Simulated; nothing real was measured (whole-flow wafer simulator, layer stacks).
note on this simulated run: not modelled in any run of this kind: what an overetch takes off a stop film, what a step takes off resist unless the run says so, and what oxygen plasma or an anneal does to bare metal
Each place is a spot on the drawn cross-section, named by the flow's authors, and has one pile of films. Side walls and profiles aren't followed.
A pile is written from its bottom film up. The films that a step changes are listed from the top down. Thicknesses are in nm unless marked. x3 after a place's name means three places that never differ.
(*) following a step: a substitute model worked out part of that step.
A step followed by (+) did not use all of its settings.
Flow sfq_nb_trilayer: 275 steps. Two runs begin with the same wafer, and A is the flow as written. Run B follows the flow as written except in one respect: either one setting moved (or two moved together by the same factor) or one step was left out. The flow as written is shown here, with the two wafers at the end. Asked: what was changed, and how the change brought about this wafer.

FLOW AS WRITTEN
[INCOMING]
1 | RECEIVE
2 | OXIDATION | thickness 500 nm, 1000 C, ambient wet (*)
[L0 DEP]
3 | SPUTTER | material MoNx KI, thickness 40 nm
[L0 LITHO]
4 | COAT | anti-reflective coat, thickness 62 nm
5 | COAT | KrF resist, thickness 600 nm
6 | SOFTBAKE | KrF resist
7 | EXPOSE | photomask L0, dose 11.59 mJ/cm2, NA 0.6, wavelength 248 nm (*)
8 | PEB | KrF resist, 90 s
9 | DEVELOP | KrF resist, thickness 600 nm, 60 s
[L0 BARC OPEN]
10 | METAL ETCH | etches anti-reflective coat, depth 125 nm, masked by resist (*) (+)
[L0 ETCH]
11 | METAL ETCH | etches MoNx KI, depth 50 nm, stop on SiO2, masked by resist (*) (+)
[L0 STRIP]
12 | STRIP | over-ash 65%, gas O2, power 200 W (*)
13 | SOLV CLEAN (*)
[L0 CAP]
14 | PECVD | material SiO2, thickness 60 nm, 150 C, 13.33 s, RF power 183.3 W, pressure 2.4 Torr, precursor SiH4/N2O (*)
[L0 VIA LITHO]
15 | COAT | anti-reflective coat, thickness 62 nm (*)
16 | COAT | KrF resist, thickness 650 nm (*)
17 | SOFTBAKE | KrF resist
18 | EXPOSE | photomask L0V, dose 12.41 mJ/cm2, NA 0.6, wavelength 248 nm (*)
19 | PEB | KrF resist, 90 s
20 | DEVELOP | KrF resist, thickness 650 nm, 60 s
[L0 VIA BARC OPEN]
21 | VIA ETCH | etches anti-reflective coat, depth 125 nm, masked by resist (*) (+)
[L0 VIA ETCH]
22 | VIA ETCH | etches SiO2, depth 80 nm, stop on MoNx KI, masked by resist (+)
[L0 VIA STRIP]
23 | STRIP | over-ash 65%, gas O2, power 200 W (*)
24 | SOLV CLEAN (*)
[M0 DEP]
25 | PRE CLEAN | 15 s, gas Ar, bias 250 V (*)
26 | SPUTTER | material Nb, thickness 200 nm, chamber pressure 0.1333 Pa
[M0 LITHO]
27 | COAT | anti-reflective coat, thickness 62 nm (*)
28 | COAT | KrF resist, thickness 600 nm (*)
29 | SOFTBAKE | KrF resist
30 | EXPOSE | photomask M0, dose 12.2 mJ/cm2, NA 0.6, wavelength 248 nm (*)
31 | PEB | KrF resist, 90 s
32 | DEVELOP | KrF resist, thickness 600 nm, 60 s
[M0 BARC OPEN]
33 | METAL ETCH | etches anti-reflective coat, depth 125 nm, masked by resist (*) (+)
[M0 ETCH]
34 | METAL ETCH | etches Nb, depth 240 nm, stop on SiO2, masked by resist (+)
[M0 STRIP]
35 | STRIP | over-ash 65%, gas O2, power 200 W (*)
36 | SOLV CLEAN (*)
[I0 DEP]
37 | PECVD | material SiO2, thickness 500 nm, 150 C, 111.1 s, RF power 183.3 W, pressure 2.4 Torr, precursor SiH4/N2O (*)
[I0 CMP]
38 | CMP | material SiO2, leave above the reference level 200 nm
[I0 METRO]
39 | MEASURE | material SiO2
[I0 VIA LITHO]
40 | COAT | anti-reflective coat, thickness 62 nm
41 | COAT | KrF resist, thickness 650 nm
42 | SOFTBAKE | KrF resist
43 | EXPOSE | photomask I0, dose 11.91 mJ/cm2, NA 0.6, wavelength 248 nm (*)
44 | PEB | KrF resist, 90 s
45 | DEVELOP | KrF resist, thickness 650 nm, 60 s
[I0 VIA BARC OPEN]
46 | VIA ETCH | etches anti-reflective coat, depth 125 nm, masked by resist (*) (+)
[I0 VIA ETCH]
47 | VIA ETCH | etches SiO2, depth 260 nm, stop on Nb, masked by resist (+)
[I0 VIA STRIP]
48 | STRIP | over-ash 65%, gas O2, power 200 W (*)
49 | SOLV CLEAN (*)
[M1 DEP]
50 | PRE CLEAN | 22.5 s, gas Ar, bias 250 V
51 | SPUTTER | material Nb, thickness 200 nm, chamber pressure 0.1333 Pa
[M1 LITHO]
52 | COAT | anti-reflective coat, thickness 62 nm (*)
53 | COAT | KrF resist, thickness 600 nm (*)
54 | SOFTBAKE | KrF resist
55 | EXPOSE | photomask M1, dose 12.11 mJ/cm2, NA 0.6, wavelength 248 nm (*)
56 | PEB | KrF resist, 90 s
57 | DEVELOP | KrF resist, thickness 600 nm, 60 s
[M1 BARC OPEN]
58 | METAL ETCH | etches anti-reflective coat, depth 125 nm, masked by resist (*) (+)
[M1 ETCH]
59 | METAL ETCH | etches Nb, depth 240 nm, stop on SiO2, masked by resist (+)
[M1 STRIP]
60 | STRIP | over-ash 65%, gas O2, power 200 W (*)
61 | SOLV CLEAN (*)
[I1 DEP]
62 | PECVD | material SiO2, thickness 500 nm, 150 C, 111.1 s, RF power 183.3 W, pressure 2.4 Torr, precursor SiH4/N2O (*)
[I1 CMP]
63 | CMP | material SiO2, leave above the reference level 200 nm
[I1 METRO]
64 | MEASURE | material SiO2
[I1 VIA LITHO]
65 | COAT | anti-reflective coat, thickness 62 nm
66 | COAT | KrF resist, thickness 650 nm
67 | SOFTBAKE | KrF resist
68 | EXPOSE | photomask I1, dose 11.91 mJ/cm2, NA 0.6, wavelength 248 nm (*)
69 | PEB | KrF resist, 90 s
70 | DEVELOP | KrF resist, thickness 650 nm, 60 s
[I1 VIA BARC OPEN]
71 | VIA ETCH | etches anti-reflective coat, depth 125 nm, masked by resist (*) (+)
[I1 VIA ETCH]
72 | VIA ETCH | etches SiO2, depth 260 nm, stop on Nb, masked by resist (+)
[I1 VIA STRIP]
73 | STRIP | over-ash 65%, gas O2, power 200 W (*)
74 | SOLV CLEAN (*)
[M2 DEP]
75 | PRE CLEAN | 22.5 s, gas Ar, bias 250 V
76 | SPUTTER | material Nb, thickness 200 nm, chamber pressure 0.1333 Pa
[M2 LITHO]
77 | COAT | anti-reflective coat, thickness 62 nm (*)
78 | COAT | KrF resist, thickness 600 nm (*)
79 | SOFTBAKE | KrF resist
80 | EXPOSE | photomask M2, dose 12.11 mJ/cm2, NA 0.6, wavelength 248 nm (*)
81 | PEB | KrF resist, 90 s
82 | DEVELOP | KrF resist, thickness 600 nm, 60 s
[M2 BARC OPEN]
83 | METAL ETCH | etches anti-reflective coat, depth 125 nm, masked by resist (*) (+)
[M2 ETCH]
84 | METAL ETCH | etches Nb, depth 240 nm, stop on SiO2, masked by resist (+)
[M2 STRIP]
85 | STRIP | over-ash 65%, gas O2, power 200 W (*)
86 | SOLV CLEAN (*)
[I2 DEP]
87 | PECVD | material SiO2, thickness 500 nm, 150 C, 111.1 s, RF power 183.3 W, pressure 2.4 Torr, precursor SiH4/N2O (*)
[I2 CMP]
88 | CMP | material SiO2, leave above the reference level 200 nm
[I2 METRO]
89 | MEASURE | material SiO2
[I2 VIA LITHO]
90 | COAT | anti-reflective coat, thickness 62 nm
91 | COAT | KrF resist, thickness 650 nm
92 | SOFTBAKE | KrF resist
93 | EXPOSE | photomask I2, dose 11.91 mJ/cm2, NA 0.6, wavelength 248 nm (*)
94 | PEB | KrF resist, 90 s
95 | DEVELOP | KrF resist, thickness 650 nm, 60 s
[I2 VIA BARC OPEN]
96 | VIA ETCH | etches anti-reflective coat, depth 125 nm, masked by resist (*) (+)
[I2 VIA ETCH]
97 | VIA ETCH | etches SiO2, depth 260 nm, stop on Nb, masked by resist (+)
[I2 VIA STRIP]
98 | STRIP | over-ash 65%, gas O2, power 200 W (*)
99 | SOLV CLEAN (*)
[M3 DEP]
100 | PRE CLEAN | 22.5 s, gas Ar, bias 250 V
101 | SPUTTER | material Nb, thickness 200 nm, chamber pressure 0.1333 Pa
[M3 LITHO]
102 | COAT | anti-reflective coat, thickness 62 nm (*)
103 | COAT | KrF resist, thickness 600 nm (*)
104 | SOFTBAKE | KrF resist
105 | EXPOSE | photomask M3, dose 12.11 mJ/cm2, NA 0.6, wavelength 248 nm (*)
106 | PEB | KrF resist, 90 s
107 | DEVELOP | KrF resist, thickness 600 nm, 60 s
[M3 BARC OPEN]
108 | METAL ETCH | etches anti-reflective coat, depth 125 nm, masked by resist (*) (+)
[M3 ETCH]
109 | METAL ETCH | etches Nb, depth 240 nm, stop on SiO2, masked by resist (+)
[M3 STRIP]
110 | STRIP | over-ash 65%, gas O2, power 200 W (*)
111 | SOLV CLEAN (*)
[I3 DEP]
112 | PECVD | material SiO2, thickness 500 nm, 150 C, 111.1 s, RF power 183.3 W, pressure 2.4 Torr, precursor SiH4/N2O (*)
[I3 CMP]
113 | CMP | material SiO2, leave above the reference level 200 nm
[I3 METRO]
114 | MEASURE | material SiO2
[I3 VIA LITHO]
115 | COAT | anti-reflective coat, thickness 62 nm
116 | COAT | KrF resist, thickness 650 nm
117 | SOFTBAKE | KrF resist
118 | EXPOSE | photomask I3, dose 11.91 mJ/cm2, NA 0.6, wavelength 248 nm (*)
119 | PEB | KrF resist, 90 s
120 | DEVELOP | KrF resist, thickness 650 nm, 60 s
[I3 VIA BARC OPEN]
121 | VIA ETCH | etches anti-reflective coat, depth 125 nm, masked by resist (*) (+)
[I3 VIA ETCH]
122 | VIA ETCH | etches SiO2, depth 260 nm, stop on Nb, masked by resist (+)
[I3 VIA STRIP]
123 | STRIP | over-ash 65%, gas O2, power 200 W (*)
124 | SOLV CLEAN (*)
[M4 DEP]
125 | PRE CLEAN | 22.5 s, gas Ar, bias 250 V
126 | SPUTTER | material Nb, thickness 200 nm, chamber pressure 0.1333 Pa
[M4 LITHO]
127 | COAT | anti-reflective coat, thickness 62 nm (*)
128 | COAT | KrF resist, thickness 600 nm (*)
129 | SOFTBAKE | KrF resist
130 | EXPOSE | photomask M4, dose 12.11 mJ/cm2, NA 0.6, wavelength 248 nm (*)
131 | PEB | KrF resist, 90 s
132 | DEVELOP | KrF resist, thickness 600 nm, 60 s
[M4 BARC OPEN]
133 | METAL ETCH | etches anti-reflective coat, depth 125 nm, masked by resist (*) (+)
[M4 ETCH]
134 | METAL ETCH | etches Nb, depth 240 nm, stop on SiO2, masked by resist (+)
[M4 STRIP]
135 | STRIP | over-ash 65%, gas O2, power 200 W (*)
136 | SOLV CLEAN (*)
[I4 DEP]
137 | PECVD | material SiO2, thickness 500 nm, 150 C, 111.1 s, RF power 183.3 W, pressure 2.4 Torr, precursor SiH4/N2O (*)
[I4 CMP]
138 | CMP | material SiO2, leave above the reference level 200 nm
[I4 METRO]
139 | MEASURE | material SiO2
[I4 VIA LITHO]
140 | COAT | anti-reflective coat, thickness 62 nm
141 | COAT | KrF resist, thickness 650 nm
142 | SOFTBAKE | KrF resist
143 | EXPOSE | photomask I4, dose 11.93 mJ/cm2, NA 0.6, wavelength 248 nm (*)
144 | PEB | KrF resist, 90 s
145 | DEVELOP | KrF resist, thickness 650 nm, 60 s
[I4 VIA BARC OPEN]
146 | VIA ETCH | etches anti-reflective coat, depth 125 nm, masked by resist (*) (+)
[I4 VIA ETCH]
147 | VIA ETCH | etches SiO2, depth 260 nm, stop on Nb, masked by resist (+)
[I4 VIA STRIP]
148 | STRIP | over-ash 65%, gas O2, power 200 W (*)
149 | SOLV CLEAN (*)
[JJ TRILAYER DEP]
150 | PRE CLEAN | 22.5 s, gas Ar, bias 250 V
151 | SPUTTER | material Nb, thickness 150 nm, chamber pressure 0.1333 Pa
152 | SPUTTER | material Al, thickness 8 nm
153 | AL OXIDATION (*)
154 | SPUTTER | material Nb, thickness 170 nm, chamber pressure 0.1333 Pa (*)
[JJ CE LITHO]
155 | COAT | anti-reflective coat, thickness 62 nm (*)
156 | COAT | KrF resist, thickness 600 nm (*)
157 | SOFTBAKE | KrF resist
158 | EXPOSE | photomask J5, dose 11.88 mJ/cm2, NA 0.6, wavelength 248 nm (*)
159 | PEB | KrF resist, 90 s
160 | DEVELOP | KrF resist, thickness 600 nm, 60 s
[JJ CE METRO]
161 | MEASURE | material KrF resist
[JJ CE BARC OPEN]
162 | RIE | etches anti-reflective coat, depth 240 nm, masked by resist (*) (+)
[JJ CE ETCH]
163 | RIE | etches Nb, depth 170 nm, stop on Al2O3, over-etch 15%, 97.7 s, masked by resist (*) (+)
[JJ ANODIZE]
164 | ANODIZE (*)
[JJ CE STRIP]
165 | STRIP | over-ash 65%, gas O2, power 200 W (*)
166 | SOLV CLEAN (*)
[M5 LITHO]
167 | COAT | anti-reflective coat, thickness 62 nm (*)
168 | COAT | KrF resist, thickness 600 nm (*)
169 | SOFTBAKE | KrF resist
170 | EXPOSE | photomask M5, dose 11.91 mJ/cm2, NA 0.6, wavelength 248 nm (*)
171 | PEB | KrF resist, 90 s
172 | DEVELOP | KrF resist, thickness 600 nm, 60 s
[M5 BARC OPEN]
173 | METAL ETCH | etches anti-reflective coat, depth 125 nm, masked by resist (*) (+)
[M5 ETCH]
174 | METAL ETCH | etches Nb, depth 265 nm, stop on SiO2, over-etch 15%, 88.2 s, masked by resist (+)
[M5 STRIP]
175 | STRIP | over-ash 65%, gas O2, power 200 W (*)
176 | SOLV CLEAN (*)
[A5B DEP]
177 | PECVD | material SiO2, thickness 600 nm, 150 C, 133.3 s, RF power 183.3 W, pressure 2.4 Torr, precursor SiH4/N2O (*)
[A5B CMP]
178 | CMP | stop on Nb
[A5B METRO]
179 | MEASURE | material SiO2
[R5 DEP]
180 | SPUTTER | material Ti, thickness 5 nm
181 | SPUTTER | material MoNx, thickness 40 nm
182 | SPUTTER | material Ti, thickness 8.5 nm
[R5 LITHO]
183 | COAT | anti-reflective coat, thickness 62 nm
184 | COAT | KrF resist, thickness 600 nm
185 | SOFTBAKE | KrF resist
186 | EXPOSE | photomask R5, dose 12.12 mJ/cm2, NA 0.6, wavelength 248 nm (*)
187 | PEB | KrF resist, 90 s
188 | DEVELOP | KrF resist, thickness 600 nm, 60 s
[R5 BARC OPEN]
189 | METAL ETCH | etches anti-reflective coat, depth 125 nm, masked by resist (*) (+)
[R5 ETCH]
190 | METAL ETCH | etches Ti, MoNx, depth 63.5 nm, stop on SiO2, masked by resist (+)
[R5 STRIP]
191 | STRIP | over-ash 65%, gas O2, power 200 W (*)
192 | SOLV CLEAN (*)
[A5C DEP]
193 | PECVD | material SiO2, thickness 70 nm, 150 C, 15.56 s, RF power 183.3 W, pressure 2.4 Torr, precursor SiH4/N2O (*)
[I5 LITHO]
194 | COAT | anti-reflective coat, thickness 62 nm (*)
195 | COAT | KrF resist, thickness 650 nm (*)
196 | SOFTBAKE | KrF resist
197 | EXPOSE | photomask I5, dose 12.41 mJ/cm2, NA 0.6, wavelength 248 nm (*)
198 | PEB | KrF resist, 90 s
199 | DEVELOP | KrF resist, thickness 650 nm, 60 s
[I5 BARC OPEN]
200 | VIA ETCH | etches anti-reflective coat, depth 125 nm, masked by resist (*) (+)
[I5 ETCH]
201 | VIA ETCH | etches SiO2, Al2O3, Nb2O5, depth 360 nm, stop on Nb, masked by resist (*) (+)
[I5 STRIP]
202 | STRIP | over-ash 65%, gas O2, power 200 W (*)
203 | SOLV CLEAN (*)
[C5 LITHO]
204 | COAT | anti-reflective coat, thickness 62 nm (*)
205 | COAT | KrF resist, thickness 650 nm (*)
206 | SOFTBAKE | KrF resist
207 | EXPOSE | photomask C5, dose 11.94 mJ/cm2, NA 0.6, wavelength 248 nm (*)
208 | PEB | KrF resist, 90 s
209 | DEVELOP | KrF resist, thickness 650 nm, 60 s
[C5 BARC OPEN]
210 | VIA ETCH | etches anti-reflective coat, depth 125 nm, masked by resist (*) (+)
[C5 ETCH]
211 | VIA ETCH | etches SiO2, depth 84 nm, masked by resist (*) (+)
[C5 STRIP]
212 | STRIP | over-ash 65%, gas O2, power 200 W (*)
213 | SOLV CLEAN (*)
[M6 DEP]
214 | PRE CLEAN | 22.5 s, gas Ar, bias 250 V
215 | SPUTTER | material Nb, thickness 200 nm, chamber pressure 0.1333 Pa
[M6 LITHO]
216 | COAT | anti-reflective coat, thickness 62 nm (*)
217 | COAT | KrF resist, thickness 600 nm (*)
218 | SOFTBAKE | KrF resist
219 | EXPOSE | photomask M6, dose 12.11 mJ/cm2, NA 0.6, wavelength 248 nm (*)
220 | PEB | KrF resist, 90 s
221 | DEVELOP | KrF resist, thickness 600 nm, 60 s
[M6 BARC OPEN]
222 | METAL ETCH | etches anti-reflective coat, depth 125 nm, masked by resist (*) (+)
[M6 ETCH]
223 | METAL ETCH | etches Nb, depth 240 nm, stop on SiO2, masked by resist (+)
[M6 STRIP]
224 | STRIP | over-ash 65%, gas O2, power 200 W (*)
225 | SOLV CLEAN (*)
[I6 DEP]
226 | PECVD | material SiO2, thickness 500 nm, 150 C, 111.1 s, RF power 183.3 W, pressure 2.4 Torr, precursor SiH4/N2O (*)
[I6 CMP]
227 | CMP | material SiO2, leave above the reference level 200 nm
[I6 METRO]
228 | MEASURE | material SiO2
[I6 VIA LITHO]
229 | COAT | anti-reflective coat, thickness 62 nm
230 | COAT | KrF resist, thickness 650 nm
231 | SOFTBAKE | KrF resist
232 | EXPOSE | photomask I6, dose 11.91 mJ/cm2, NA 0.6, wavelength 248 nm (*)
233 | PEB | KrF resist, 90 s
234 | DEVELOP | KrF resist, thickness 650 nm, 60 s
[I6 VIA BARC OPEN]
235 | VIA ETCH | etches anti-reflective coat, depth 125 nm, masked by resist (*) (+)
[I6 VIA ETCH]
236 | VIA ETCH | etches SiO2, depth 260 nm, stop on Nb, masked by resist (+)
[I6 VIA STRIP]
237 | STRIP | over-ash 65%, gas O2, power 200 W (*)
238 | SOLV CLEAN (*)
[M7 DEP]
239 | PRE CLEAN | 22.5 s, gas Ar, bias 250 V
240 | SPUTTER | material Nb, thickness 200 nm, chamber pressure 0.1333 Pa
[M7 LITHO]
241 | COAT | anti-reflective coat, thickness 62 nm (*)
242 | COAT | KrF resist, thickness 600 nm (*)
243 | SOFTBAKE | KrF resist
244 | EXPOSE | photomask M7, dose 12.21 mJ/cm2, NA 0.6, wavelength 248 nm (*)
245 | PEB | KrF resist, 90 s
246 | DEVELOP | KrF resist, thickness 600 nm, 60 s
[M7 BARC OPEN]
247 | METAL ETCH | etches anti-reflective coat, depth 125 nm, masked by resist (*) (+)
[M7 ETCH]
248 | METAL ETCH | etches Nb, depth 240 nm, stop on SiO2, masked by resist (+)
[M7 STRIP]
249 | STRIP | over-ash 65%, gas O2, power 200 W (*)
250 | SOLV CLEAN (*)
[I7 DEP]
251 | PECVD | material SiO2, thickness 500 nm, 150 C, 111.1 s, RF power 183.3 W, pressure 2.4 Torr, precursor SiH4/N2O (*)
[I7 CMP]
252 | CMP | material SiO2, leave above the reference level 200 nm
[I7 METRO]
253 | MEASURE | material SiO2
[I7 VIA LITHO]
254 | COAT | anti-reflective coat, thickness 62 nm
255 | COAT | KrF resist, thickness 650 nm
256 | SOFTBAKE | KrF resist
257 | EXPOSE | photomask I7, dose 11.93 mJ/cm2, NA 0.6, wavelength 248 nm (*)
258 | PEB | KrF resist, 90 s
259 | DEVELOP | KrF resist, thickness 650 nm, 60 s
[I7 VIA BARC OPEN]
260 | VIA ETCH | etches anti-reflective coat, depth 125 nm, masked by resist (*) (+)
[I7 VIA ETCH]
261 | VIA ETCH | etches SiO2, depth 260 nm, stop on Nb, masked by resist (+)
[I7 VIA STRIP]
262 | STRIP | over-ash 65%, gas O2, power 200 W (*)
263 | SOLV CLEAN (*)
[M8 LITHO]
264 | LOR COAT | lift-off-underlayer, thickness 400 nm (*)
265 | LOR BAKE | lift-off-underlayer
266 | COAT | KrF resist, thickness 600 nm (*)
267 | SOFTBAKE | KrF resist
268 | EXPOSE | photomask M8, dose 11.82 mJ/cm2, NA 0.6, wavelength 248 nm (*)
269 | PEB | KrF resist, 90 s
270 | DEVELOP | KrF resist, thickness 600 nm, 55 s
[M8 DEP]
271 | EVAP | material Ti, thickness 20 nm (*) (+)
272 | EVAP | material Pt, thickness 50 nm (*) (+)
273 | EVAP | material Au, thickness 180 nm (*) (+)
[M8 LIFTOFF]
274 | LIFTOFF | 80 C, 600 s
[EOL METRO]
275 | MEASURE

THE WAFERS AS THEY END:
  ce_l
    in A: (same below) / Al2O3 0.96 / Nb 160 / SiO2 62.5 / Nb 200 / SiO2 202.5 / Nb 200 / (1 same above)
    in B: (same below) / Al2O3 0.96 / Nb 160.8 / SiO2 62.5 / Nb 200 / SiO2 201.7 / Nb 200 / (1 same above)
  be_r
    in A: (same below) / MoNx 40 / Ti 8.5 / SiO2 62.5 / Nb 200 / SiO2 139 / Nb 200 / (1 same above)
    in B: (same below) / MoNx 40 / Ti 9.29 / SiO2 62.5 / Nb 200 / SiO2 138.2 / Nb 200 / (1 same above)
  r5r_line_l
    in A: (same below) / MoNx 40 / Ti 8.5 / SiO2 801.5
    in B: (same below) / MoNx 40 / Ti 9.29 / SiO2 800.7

The reason: step 182, SPUTTER: thickness 9.285 nm was run, though the flow has thickness 8.5 nm.
The wafer lets one read it off: be_r has Ti 9.29, and step 182 as written asks for 8.5 nm.

The path from the change to this, step by step:
  182 | SPUTTER | material Ti, thickness 8.5 nm
      field_l, v_sur, via_wl and 103 more: A Ti gains 8.5 (new film) | B Ti gains 9.29 (new film)
  190 | METAL ETCH | etches Ti, MoNx, depth 63.5 nm, stop on SiO2, masked by resist (+)
      field_l, v_sur, via_wl and 92 more: A Ti loses 8.5 (all of it), MoNx loses 40 (all of it), Ti loses 5 (all of it) | B Ti loses 9.29 (all of it), MoNx loses 40 (all of it), Ti loses 5 (all of it)
      ce_l, c5j, ce_r, wl_jj: A Ti loses 8.5 (all of it), MoNx loses 40 (all of it), Ti loses 5 (all of it), Nb loses 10 | B Ti loses 9.29 (all of it), MoNx loses 40 (all of it), Ti loses 5 (all of it), Nb loses 9.22
